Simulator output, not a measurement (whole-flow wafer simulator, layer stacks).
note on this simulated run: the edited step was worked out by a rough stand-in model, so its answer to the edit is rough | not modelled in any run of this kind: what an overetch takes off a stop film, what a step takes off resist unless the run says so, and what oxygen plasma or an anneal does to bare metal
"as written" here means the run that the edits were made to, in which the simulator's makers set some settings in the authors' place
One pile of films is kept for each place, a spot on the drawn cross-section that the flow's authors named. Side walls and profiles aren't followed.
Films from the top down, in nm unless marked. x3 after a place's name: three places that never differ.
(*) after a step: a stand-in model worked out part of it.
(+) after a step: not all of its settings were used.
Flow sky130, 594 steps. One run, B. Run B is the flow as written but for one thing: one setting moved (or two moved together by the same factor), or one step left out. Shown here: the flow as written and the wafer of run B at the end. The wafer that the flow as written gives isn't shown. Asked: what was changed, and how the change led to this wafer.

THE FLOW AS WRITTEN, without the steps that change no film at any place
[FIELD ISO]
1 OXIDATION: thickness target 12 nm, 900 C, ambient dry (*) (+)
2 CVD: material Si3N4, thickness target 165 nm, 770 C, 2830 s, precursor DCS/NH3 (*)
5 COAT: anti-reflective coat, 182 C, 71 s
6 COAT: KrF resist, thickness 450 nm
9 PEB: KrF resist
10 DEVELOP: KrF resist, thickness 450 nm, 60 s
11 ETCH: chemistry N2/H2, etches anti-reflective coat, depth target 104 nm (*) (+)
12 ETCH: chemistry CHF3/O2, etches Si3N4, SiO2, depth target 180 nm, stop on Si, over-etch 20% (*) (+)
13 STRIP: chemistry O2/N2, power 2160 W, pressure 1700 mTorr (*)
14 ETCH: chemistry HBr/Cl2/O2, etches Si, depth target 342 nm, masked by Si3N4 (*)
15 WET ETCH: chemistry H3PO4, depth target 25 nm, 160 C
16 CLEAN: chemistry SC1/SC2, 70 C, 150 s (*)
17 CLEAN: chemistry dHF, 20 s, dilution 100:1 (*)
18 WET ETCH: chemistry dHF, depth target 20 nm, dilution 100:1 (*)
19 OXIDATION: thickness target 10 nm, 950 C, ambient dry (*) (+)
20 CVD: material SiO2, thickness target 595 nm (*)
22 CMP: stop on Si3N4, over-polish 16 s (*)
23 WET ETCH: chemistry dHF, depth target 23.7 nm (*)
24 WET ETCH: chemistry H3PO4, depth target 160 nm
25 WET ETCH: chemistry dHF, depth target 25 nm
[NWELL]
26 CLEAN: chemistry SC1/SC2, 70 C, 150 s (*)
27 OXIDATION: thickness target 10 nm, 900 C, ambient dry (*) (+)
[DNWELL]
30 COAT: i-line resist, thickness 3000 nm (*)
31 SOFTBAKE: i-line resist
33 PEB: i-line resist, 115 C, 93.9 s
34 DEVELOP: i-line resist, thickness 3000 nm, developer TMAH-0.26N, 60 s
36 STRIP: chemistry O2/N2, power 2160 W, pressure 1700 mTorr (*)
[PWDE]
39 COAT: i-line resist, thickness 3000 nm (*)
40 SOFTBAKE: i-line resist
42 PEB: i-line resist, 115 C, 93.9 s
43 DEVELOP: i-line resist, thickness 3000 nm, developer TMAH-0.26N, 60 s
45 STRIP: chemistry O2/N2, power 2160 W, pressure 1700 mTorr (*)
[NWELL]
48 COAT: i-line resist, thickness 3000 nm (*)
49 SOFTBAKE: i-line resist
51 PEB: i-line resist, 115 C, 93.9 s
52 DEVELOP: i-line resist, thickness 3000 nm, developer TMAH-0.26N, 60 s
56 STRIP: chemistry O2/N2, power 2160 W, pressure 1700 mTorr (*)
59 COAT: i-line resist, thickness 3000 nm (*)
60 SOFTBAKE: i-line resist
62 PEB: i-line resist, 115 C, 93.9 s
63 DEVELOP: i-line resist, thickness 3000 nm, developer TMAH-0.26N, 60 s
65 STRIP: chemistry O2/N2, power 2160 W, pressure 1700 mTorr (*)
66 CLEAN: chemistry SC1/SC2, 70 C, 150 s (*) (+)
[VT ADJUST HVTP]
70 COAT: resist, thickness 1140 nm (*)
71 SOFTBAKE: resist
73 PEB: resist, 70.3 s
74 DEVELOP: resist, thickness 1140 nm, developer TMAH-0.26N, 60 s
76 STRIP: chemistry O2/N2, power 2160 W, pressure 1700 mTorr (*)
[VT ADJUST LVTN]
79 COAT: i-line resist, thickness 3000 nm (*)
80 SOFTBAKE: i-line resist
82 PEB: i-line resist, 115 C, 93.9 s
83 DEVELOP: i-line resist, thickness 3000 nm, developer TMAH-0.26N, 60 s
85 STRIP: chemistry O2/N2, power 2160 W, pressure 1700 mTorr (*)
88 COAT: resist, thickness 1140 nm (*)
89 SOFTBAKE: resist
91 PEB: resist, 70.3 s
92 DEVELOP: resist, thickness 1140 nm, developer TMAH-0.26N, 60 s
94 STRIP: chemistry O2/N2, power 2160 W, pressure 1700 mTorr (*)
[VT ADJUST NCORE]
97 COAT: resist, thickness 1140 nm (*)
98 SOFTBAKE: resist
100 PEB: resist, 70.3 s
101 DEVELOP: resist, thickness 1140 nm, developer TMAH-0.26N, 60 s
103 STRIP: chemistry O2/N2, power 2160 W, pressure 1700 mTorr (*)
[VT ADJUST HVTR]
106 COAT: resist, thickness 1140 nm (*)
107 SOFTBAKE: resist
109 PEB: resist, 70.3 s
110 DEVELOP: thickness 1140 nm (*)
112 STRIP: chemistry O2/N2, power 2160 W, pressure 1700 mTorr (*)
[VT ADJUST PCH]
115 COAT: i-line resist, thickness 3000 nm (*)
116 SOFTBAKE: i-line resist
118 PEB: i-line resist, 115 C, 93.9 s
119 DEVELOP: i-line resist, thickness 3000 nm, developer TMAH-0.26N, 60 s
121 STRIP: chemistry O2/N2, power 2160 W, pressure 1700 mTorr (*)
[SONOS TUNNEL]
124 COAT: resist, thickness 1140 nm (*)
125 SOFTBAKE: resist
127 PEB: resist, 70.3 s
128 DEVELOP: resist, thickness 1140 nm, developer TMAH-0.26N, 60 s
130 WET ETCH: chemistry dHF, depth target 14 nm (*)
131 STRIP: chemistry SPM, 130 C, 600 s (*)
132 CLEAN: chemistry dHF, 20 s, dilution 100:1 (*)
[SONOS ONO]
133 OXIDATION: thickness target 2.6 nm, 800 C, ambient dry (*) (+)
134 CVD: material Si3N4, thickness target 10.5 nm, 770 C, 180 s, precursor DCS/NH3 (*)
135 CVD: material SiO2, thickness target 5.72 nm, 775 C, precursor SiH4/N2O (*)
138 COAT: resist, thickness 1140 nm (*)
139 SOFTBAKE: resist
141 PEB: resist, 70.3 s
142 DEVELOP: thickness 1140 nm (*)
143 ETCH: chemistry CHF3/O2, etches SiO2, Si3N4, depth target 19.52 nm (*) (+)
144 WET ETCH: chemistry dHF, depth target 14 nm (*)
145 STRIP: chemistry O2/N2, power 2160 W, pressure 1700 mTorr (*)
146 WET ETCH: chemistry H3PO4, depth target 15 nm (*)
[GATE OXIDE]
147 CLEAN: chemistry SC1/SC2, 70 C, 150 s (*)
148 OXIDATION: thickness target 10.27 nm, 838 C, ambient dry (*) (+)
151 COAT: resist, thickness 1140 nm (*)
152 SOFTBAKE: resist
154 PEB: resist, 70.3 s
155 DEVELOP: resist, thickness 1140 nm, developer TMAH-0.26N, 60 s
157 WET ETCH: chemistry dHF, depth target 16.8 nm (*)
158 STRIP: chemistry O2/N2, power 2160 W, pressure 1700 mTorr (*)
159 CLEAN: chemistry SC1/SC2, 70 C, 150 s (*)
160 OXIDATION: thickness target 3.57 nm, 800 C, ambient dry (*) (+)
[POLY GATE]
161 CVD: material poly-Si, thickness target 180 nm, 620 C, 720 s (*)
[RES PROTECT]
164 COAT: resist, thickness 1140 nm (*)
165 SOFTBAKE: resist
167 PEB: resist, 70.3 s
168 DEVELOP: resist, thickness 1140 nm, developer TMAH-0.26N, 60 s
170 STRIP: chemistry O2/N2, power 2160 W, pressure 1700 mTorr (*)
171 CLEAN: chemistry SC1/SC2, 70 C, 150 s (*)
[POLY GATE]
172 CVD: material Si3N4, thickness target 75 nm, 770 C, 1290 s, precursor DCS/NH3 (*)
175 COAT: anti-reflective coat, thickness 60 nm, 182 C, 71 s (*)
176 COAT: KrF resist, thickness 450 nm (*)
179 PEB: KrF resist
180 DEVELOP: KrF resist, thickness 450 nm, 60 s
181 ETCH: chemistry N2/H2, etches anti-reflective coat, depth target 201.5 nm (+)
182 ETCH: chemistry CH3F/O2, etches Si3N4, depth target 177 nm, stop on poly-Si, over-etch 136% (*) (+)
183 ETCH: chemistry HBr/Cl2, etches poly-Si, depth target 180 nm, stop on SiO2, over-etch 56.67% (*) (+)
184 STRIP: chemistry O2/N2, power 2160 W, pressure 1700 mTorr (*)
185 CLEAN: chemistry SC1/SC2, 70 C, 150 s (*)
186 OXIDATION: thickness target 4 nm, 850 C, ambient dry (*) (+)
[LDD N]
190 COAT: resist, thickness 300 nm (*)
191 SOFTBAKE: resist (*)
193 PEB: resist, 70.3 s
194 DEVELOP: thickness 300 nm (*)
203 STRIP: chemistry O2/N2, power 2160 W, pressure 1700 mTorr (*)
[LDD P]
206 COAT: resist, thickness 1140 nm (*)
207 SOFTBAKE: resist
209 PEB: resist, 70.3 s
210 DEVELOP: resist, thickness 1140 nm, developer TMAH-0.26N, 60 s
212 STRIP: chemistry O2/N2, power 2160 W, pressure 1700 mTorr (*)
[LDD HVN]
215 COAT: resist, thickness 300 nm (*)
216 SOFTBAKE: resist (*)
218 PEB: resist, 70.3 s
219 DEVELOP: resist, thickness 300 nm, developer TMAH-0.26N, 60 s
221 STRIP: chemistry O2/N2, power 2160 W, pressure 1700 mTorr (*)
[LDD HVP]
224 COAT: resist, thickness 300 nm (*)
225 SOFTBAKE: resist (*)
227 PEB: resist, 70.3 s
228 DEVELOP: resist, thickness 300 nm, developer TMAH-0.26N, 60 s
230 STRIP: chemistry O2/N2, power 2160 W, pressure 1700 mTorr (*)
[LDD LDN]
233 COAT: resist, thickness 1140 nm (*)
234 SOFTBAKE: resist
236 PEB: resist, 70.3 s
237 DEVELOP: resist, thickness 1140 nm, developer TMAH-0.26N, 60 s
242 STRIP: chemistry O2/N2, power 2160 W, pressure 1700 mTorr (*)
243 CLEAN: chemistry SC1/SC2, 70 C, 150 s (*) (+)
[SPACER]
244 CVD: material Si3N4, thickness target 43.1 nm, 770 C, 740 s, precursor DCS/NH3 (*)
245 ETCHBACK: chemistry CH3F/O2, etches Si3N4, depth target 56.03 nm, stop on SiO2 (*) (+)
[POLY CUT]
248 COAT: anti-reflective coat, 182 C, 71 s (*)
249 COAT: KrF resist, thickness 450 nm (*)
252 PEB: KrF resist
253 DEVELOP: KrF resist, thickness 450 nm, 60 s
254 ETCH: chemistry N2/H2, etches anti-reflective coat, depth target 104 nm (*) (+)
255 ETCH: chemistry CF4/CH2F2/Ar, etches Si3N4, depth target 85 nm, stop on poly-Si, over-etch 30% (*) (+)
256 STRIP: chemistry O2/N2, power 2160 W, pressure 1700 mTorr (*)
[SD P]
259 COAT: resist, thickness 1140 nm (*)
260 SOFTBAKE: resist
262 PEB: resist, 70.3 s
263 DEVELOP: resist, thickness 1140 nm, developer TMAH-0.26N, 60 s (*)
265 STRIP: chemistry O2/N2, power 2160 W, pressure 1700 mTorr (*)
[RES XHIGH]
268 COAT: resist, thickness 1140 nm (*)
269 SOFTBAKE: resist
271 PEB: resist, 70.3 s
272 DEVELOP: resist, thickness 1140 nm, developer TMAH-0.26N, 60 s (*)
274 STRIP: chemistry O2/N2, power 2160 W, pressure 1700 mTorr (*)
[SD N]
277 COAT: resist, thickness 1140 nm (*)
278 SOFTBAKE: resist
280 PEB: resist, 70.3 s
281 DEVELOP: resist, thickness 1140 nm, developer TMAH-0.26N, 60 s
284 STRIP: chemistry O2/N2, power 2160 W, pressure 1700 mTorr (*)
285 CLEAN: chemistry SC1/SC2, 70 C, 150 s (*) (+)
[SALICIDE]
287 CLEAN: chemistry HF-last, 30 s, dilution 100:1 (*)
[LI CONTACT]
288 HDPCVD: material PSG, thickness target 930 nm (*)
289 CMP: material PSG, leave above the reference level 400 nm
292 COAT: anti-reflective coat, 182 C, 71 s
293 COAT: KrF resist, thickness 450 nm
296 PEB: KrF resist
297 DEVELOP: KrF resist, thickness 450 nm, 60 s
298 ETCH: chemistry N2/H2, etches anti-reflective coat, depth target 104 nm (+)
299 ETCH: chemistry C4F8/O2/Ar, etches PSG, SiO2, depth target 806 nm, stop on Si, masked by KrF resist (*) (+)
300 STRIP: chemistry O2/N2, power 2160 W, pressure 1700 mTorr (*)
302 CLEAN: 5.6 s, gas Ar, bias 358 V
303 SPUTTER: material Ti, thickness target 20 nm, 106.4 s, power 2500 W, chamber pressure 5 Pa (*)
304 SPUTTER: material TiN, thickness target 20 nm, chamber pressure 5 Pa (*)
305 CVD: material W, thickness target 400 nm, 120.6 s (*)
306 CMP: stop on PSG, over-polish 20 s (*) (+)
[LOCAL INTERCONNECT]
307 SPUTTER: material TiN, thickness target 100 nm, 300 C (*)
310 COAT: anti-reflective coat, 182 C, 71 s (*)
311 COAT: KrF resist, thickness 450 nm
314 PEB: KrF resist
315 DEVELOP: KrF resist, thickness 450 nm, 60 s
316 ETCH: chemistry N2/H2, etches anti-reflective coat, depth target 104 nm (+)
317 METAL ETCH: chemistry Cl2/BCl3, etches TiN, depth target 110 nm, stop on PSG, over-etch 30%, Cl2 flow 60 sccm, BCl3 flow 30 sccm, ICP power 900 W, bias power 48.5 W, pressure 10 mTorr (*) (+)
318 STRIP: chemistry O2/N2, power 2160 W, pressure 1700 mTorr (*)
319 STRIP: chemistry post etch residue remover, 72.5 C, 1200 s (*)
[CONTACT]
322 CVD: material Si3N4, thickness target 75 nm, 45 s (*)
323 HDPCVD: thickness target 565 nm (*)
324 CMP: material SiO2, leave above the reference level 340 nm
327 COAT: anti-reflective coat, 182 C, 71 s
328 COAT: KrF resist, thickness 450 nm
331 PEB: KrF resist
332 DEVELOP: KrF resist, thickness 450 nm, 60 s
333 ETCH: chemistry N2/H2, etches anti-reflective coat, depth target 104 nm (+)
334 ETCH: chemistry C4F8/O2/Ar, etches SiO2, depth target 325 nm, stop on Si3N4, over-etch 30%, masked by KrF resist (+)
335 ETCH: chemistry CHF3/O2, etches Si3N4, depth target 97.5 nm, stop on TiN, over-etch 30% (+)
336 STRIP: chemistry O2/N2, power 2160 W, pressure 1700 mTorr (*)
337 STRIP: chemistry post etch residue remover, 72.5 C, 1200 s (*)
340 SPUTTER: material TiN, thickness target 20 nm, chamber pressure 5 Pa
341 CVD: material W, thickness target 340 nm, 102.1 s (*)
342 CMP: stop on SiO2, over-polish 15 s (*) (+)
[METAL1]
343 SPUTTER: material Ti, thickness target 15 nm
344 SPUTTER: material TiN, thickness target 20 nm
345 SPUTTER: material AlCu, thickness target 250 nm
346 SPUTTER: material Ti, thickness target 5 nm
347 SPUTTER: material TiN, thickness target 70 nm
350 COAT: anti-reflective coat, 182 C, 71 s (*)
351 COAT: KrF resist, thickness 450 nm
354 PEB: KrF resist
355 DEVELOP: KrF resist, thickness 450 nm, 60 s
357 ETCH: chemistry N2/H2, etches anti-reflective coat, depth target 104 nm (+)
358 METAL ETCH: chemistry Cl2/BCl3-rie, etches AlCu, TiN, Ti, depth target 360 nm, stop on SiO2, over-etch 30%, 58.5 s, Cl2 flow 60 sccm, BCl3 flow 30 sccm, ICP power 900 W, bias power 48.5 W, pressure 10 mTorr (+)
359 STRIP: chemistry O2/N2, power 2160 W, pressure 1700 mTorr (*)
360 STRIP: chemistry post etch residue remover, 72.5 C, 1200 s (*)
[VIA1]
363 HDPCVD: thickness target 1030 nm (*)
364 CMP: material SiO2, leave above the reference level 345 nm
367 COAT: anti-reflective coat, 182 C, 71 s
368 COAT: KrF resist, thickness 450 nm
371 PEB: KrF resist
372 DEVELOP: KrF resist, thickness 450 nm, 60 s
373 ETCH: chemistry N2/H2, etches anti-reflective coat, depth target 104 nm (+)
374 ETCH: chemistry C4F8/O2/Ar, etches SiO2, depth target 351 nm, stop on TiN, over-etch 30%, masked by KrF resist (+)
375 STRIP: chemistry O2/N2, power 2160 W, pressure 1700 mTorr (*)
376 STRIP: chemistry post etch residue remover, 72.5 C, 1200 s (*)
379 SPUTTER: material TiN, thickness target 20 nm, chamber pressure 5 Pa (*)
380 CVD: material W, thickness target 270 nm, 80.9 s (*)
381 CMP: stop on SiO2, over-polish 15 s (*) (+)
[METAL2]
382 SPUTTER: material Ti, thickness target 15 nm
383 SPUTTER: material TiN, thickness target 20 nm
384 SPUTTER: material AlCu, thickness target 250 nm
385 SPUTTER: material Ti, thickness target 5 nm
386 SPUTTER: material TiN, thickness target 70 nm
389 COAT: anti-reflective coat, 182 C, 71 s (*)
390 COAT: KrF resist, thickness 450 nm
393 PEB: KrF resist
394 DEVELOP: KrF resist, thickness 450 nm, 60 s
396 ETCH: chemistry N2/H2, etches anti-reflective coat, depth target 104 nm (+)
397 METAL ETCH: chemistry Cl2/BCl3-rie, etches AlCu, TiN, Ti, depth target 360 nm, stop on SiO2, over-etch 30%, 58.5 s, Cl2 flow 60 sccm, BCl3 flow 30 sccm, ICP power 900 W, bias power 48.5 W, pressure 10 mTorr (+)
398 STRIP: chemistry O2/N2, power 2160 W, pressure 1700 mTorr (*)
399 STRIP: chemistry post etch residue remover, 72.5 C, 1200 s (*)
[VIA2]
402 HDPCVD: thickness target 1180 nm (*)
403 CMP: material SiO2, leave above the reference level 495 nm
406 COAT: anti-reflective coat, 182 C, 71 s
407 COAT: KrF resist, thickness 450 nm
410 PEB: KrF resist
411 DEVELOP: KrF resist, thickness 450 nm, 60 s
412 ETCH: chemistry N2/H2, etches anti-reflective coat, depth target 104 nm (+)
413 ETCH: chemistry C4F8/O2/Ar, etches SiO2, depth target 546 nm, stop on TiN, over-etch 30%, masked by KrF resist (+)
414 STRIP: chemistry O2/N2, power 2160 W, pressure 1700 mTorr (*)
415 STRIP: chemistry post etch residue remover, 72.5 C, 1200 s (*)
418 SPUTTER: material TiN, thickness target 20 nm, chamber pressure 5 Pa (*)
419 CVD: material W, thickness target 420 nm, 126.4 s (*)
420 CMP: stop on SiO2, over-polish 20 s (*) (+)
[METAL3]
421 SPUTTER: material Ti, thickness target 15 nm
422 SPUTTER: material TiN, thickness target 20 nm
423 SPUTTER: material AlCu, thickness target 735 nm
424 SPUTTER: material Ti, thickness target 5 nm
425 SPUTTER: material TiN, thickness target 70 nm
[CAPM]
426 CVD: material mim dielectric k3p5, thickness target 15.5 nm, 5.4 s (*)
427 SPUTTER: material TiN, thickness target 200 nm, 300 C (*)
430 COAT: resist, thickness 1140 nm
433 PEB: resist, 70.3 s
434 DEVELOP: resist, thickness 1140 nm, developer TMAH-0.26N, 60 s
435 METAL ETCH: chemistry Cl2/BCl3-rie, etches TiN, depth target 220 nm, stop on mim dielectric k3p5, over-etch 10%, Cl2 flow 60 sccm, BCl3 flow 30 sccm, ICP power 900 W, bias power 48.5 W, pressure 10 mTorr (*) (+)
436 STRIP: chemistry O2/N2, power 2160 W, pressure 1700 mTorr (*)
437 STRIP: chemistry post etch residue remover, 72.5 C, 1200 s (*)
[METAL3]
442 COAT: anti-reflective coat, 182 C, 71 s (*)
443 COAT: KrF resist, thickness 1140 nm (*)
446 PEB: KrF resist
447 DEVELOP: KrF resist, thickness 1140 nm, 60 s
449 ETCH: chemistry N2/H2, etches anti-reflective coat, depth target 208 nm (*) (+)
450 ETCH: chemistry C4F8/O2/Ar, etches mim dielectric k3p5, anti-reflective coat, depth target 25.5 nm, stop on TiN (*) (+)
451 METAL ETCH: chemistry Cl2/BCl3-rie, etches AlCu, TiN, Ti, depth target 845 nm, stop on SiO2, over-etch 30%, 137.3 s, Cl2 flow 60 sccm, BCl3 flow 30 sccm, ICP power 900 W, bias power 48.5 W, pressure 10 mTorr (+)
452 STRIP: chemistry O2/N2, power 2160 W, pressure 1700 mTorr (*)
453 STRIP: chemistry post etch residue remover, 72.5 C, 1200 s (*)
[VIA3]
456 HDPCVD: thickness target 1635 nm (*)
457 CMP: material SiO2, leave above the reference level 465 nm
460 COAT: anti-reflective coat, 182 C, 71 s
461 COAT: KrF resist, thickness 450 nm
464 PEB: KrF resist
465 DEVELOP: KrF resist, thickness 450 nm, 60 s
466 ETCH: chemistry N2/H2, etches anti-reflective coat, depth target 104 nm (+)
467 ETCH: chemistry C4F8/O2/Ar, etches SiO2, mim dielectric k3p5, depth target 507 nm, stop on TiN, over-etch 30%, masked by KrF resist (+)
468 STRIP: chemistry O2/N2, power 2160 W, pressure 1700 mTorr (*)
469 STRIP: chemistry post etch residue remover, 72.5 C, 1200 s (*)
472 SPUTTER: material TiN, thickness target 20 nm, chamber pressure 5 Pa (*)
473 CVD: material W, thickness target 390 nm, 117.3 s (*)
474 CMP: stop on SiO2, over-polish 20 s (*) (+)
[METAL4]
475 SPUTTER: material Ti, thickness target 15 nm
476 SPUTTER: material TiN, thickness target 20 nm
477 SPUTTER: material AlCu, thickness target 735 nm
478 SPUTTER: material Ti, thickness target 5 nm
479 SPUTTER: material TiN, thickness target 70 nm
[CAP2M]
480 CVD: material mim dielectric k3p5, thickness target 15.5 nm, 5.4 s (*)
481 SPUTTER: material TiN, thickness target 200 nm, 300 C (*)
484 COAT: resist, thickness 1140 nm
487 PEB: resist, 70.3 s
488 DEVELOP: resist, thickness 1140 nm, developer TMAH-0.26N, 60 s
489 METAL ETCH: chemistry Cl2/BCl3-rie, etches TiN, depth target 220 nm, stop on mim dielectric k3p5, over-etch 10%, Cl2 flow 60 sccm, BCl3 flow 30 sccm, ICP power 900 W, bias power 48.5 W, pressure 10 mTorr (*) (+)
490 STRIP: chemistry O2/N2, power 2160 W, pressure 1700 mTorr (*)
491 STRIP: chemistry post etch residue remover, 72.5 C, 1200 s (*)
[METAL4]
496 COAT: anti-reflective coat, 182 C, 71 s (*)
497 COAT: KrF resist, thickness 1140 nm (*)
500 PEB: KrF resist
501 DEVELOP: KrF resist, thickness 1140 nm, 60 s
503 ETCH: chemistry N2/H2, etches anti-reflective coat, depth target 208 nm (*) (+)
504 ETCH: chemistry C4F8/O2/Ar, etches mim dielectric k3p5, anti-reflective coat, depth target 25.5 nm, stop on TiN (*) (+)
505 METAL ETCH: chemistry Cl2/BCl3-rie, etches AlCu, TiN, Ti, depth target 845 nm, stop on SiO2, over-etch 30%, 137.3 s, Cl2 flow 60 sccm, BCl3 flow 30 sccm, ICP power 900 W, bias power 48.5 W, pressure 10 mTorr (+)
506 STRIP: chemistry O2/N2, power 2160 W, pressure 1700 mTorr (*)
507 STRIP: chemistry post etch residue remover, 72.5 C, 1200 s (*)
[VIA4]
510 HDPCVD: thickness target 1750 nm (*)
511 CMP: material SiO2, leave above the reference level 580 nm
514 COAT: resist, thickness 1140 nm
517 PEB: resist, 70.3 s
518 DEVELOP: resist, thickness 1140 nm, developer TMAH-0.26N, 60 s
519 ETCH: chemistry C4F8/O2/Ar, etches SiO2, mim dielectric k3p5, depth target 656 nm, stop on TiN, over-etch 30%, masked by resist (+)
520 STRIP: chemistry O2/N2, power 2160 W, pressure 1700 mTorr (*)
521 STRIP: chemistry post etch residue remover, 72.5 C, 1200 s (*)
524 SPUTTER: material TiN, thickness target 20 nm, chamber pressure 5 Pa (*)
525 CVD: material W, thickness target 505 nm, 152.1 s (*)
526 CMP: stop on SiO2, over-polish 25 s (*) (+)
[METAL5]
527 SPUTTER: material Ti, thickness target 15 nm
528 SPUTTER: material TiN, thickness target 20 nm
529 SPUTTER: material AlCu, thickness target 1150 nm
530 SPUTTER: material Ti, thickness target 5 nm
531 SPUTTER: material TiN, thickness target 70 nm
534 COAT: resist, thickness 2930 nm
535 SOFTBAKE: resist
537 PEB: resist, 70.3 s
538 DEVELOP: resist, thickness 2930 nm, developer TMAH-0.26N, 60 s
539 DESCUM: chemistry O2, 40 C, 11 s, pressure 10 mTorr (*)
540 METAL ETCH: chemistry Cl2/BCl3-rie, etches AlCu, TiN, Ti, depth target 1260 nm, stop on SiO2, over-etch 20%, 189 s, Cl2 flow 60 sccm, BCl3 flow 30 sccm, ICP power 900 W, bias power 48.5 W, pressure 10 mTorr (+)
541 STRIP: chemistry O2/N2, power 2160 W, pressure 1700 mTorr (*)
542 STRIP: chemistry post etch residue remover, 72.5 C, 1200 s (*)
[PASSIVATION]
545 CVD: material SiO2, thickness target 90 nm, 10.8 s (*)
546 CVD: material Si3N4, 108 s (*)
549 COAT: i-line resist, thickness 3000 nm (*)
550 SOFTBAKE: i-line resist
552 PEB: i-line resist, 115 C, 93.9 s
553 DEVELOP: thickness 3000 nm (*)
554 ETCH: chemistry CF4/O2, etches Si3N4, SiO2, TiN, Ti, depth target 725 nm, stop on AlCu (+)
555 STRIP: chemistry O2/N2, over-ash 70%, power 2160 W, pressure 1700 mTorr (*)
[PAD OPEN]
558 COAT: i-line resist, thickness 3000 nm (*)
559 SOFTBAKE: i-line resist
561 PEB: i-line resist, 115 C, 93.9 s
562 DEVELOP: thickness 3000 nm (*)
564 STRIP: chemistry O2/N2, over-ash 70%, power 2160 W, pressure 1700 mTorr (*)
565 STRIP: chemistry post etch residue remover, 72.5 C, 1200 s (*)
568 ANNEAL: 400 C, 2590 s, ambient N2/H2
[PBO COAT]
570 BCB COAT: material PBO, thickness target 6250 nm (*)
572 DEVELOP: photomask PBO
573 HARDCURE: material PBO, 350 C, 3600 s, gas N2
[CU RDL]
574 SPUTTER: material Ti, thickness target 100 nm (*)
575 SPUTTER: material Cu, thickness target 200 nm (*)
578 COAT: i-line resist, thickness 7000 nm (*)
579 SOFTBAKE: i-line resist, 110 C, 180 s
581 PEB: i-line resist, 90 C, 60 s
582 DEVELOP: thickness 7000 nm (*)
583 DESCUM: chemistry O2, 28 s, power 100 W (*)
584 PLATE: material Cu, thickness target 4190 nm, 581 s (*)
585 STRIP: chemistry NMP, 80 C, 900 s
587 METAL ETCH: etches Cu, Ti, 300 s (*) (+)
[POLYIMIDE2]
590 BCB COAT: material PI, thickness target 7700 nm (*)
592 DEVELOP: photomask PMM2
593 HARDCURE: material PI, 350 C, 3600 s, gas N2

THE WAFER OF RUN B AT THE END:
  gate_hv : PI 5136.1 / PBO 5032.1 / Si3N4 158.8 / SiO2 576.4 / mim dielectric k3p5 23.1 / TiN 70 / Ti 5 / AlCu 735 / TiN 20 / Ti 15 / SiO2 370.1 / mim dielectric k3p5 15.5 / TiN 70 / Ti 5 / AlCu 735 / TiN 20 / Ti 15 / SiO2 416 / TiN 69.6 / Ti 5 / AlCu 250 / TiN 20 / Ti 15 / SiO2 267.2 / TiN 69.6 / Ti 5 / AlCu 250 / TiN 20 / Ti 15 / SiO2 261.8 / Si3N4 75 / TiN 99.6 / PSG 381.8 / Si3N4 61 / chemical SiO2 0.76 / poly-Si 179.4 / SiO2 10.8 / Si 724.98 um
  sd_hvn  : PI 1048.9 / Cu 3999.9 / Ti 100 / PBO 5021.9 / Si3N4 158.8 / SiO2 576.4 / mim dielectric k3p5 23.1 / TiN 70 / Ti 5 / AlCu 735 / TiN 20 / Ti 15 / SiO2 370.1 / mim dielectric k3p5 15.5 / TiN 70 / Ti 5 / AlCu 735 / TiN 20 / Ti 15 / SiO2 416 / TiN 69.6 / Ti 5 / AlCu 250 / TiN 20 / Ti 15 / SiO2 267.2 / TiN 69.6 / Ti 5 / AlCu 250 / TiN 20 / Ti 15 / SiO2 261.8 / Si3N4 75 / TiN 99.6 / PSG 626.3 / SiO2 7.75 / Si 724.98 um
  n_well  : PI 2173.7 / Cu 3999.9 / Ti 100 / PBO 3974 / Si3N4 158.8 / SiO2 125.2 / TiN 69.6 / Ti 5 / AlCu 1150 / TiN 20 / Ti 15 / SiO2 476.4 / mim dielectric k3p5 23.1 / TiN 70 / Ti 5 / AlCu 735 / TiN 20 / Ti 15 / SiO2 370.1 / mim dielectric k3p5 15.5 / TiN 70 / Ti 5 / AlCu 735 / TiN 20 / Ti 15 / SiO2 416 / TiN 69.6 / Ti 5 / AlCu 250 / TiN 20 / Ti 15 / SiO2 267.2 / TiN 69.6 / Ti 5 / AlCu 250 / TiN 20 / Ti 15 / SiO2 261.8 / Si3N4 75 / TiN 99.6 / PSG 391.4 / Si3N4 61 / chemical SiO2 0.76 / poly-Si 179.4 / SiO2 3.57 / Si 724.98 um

The cause: step 480, CVD: thickness target 23.1 nm was run, where the flow has thickness target 15.5 nm; step 480, CVD: 8.05 s was run, where the flow has 5.4 s.
It can be read off the wafer: gate_hv has mim dielectric k3p5 23.1, and step 480 as written asks for 15.5 nm.

How the change led to this, step by step:
  480 CVD: material mim dielectric k3p5, thickness target 15.5 nm, 5.4 s (*)
      field, active, n_well and 189 more: mim dielectric k3p5 +23.1 (new film) (as written it would be: mim dielectric k3p5 +15.5 (new film))
  504 ETCH: chemistry C4F8/O2/Ar, etches mim dielectric k3p5, anti-reflective coat, depth target 25.5 nm, stop on TiN (*) (+)
      n_well, p_well, gate_hv and 102 more: KrF resist -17 (as written it would be: KrF resist -15.5)
      field, active, gate and 85 more: mim dielectric k3p5 -23.1 (all of it) (as written it would be: mim dielectric k3p5 -15.5 (all of it))
  519 ETCH: chemistry C4F8/O2/Ar, etches SiO2, mim dielectric k3p5, depth target 656 nm, stop on TiN, over-etch 30%, masked by resist (+)
      m1: SiO2 -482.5 (all of it), mim dielectric k3p5 -23.1 (all of it) (as written it would be: SiO2 -490.1 (all of it), mim dielectric k3p5 -15.5 (all of it))
      via4_hole: SiO2 -481.9 (all of it), mim dielectric k3p5 -23.1 (all of it) (as written it would be: SiO2 -489.5 (all of it), mim dielectric k3p5 -15.5 (all of it))
